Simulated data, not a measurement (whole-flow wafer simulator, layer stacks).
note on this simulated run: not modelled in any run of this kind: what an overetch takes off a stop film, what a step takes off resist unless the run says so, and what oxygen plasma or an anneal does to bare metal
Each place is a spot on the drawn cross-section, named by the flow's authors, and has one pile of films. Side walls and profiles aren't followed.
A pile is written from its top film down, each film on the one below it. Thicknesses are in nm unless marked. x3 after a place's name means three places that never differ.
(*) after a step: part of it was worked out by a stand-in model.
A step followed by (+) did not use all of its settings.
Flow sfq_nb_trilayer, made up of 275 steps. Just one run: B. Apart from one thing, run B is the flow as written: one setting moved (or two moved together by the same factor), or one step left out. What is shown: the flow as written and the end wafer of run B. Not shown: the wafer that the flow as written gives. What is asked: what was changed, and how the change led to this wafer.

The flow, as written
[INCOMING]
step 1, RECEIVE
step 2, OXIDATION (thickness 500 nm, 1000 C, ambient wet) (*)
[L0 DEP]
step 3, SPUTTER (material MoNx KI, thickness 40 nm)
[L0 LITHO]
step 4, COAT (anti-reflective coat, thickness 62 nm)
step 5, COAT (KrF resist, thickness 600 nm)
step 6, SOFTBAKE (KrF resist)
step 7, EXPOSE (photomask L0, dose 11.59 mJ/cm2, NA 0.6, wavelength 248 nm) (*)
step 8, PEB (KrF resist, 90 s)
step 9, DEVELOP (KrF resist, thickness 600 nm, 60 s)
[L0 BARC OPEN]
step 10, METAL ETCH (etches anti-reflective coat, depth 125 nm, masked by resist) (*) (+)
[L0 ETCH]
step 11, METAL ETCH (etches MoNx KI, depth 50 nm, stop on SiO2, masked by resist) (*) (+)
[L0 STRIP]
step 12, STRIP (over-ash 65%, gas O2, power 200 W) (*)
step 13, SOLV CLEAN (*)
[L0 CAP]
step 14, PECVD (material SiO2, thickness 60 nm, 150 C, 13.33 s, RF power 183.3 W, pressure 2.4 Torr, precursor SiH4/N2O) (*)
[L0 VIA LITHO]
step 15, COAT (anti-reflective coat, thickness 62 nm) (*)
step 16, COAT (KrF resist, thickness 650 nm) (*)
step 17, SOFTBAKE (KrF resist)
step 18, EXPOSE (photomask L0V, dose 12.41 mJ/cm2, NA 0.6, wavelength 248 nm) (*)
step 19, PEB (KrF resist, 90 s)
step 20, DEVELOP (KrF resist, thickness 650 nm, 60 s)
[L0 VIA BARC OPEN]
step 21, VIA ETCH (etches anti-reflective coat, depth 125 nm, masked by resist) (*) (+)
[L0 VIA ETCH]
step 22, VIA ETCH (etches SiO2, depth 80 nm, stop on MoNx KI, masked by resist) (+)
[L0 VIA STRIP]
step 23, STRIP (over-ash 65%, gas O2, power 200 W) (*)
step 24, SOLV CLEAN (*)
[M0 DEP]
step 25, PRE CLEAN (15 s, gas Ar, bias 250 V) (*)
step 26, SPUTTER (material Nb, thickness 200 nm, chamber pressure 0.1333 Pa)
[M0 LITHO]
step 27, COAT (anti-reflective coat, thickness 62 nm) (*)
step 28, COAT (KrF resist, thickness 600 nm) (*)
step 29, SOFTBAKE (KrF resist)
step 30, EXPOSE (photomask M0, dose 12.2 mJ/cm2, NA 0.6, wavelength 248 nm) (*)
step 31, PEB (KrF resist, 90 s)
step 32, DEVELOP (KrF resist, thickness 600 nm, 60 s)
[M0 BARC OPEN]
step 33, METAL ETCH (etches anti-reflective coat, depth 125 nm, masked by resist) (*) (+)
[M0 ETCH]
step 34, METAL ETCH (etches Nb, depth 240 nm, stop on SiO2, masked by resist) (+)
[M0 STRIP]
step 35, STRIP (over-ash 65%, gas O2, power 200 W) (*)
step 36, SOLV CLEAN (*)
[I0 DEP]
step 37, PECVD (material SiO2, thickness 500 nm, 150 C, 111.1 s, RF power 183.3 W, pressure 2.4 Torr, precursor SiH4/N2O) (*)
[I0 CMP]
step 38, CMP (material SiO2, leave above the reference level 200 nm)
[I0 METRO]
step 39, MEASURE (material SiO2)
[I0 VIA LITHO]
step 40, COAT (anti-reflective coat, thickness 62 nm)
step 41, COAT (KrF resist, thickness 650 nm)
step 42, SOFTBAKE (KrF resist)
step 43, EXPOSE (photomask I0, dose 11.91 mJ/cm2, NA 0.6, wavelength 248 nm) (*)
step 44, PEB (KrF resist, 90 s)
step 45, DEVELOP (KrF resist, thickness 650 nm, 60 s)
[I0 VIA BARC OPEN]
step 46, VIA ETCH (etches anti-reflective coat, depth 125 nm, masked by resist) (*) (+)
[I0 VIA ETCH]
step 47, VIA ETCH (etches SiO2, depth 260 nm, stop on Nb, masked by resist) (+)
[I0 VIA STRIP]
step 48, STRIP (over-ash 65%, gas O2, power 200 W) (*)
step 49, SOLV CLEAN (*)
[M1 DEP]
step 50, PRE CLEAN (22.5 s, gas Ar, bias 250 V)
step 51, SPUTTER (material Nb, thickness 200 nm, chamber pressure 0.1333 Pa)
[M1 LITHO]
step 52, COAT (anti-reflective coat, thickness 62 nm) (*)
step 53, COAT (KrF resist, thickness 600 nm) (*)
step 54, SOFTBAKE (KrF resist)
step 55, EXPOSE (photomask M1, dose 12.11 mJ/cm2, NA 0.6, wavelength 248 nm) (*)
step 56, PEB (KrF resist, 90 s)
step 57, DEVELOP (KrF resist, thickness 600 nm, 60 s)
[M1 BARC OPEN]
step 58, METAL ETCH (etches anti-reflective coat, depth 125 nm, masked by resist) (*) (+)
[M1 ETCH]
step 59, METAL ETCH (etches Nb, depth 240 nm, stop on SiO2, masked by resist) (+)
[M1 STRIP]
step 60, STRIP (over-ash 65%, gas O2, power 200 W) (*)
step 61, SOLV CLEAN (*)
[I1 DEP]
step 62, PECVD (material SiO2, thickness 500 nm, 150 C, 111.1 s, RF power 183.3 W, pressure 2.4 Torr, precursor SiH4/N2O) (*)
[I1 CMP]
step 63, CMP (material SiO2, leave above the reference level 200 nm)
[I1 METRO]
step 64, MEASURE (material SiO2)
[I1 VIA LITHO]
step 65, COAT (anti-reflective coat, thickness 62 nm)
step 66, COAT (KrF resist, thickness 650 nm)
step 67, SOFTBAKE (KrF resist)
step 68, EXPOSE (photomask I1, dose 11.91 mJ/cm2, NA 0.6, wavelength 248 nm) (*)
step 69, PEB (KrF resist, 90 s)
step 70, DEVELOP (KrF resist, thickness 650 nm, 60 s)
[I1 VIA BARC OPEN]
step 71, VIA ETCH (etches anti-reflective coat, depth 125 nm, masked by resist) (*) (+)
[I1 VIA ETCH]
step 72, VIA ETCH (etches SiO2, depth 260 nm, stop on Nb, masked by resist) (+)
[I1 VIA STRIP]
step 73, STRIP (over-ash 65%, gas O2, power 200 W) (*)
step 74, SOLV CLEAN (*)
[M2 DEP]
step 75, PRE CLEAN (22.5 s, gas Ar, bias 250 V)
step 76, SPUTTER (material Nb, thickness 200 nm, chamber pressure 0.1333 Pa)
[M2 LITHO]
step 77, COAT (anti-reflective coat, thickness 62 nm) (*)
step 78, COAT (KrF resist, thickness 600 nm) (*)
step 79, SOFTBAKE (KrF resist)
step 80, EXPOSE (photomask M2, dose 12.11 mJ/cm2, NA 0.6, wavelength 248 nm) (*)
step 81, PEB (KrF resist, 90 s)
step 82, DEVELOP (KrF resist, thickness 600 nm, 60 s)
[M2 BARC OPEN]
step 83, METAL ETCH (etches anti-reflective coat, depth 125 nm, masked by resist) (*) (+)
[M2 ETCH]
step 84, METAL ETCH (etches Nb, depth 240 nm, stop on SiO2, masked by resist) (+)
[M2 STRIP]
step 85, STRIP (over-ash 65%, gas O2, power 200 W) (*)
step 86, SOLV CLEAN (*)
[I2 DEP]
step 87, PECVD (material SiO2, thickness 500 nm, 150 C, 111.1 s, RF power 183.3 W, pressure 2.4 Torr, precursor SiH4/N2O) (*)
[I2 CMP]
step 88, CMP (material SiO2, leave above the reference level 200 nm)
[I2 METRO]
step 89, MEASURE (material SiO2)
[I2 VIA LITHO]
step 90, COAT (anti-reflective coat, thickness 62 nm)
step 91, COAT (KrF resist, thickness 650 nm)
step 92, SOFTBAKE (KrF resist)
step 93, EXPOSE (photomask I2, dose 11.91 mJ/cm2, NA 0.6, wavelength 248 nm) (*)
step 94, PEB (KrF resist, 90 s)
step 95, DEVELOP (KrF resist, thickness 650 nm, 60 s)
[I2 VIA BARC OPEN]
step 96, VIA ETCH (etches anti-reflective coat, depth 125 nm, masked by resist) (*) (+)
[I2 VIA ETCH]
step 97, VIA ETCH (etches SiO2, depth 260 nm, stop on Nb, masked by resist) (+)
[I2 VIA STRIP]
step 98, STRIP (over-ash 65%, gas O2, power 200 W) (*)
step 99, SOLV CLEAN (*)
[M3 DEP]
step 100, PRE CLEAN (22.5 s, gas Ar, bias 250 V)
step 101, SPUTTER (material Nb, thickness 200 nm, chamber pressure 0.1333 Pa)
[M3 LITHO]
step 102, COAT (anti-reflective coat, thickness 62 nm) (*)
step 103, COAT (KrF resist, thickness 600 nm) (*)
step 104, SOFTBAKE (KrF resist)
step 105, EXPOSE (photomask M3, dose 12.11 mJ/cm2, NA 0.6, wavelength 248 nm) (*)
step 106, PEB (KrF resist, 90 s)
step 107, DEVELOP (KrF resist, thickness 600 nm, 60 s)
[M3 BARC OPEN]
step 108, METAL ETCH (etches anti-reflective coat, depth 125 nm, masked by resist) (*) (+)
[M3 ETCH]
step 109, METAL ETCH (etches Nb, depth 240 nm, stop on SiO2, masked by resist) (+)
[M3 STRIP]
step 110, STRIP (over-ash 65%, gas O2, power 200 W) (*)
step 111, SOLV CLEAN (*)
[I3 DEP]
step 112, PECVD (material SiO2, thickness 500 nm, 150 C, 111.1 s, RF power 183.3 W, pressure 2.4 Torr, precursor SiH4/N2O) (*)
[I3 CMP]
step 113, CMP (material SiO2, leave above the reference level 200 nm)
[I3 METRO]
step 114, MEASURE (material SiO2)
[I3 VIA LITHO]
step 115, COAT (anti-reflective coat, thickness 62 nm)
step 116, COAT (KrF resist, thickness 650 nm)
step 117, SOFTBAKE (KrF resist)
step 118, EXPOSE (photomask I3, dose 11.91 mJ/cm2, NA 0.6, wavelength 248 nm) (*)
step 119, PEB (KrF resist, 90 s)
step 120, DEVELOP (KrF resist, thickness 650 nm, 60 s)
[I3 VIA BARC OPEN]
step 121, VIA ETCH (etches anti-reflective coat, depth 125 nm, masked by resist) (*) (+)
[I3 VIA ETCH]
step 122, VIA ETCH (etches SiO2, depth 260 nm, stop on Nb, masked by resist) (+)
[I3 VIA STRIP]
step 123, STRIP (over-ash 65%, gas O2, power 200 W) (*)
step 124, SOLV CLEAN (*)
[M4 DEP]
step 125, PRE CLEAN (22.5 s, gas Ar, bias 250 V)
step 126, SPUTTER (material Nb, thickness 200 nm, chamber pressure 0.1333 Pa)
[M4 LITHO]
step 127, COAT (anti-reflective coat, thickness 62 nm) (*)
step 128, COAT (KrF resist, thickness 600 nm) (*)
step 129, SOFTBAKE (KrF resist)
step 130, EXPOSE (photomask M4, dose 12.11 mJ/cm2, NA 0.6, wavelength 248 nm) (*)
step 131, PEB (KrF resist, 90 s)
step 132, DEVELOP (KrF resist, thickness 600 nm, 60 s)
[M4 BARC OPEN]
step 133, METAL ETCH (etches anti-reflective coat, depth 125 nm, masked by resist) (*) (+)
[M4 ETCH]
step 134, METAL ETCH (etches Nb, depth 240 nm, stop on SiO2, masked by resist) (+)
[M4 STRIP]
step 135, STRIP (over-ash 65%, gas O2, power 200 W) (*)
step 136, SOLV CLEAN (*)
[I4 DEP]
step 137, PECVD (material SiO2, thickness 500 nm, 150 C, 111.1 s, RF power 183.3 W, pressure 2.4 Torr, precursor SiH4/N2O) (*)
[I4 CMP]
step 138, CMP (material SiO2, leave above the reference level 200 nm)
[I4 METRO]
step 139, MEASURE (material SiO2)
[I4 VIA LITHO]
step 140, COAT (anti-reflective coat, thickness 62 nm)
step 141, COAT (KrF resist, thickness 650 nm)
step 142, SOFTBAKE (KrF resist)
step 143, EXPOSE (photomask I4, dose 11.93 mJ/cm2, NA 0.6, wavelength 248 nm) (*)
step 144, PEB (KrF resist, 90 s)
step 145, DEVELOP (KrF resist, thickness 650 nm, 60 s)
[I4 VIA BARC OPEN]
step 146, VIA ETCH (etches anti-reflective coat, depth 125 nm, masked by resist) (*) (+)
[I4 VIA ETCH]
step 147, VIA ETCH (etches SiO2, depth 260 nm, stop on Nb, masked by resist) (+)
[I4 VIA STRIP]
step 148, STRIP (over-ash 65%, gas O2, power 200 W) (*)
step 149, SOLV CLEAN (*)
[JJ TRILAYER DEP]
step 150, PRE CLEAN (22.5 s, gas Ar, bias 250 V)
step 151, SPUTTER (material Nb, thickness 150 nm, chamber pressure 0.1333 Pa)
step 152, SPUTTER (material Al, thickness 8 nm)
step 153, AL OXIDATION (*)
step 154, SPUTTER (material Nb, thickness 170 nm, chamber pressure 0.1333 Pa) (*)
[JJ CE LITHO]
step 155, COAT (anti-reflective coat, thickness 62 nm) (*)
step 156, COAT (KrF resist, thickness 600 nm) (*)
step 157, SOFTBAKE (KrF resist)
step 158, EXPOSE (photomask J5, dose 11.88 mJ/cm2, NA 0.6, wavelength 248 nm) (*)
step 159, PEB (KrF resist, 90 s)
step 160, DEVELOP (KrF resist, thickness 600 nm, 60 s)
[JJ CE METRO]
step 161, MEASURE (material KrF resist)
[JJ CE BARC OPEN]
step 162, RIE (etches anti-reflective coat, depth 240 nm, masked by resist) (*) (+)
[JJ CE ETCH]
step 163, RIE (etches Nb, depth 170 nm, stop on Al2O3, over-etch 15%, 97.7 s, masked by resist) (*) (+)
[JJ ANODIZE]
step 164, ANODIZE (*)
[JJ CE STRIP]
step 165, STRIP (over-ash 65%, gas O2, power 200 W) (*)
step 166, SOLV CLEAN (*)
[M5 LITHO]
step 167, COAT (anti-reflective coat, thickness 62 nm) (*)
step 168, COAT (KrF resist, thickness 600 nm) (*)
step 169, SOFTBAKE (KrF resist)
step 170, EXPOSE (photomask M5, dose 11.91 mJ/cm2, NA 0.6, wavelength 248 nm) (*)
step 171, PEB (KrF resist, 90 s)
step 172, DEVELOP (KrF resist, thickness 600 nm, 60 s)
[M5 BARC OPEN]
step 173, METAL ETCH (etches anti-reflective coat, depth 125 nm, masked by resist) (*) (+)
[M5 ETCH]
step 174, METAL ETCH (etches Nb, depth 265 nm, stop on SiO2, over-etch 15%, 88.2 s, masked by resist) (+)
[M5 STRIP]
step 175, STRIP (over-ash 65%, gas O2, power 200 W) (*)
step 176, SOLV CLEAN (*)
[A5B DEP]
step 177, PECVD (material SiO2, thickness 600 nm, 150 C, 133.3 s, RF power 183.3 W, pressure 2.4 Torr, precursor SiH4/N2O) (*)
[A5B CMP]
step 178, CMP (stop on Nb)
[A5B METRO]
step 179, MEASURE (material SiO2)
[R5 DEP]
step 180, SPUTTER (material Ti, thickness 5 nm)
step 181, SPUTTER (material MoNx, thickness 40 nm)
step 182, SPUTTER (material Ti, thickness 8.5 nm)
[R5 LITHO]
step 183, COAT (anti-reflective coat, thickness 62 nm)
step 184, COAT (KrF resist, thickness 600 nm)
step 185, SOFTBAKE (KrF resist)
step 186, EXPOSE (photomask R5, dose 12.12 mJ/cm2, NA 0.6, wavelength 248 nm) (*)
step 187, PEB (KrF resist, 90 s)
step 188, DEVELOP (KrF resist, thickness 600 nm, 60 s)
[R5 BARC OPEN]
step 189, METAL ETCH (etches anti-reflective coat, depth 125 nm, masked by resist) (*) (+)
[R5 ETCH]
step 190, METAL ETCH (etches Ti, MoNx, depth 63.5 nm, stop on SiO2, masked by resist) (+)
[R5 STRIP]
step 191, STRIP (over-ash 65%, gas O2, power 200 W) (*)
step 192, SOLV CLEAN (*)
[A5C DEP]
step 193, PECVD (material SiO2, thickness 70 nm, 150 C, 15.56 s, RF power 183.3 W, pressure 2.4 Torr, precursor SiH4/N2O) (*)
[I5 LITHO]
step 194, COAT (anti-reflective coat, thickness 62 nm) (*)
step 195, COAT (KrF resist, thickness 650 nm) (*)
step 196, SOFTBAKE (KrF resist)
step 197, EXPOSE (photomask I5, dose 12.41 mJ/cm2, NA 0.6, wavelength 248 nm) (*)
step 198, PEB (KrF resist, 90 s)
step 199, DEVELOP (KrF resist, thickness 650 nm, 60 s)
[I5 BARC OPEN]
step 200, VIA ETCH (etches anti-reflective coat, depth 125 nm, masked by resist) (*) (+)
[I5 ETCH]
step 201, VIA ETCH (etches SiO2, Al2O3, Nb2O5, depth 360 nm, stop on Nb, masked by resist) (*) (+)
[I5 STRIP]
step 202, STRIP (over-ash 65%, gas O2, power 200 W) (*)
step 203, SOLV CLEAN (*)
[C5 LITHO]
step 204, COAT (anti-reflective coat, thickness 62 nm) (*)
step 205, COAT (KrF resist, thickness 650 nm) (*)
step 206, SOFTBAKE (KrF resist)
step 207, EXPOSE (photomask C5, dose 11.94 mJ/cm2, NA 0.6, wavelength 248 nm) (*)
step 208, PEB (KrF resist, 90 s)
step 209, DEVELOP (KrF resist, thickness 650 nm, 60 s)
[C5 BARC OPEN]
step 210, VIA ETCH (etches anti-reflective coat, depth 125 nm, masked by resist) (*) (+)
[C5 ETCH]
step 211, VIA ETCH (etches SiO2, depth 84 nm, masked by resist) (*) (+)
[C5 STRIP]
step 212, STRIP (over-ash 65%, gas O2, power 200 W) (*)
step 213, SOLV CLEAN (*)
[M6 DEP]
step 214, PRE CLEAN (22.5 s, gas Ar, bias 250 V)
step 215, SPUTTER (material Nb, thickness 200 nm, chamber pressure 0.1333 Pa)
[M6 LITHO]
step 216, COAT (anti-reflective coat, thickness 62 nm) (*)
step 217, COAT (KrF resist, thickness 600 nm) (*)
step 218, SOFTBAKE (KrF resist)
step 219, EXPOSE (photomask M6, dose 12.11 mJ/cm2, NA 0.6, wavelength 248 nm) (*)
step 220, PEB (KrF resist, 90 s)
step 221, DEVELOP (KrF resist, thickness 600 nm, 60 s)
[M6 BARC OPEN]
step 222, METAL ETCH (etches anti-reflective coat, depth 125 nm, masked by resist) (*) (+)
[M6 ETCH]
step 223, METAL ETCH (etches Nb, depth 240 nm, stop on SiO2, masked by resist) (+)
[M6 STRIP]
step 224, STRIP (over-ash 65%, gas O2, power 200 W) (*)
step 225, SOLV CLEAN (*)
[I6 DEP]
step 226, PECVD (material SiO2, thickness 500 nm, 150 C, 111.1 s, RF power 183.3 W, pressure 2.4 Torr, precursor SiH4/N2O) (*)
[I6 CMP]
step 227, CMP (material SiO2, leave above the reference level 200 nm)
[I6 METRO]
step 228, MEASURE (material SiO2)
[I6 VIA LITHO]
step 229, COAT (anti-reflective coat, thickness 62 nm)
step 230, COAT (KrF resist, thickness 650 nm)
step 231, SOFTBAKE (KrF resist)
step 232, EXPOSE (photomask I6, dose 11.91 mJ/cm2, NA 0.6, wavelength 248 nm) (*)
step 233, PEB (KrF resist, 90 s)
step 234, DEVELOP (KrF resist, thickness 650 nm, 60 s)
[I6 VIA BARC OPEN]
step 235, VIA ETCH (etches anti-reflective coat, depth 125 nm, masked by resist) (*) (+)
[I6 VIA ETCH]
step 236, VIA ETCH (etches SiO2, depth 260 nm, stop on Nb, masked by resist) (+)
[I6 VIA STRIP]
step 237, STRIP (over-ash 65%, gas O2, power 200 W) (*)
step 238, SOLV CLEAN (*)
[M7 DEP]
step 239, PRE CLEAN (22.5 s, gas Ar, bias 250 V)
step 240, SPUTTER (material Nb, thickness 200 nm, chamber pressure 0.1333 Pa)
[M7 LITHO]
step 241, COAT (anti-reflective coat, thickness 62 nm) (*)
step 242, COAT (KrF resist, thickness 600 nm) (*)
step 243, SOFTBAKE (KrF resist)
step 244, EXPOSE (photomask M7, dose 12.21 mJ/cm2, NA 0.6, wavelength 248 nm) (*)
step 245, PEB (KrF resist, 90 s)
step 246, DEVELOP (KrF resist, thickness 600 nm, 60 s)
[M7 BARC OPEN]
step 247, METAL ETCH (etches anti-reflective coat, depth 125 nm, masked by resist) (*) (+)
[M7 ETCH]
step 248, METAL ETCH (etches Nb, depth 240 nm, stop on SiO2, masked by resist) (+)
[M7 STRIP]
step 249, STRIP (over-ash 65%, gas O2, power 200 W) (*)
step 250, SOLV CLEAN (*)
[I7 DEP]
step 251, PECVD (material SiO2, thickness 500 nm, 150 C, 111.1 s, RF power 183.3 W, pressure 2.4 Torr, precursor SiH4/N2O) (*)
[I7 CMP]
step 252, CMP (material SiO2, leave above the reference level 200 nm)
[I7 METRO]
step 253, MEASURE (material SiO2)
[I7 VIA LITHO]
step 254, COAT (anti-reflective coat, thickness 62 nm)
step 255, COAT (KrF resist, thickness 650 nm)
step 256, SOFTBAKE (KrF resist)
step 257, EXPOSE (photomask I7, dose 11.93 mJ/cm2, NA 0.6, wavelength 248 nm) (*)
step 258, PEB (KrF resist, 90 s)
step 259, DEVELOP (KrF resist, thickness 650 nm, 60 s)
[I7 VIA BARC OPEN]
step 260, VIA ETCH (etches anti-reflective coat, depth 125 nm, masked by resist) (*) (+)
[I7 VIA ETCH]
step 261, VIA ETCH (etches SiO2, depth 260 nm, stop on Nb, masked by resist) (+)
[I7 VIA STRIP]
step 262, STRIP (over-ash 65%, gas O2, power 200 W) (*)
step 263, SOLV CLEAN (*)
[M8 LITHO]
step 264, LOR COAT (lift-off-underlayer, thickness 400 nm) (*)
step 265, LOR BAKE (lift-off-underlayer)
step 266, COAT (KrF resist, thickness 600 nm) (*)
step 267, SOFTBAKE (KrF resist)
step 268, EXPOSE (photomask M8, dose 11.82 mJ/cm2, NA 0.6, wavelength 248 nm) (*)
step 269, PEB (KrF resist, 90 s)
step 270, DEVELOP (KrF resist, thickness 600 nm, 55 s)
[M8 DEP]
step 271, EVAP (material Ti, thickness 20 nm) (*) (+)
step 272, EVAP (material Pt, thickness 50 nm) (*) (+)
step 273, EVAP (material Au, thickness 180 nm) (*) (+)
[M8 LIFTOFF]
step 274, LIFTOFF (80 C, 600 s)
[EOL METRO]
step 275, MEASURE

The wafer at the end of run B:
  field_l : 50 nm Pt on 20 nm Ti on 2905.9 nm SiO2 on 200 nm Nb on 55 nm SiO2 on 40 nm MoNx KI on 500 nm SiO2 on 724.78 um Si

What caused this: step 273, EVAP: material Au, thickness 180 nm (*) (+), was omitted.

How this came from the change, step by step:
  step 274, LIFTOFF (80 C, 600 s)
      p4_fl, p4_fm, p4_w1 and 71 more: Pt loses 50 (all of it), Ti loses 20 (all of it), KrF resist loses 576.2 (all of it), lift-off-underlayer loses 400 (all of it) (as written it would have been: Au loses 180 (all of it), Pt loses 50 (all of it), Ti loses 20 (all of it), KrF resist loses 576.2 (all of it), lift-off-underlayer loses 400 (all of it))
      c5j, ce_r: Pt loses 50 (all of it), Ti loses 20 (all of it), KrF resist loses 573.3 (all of it), lift-off-underlayer loses 399.3 (all of it) (as written it would have been: Au loses 180 (all of it), Pt loses 50 (all of it), Ti loses 20 (all of it), KrF resist loses 573.3 (all of it), lift-off-underlayer loses 399.3 (all of it))
      (as well as at 19 more places)
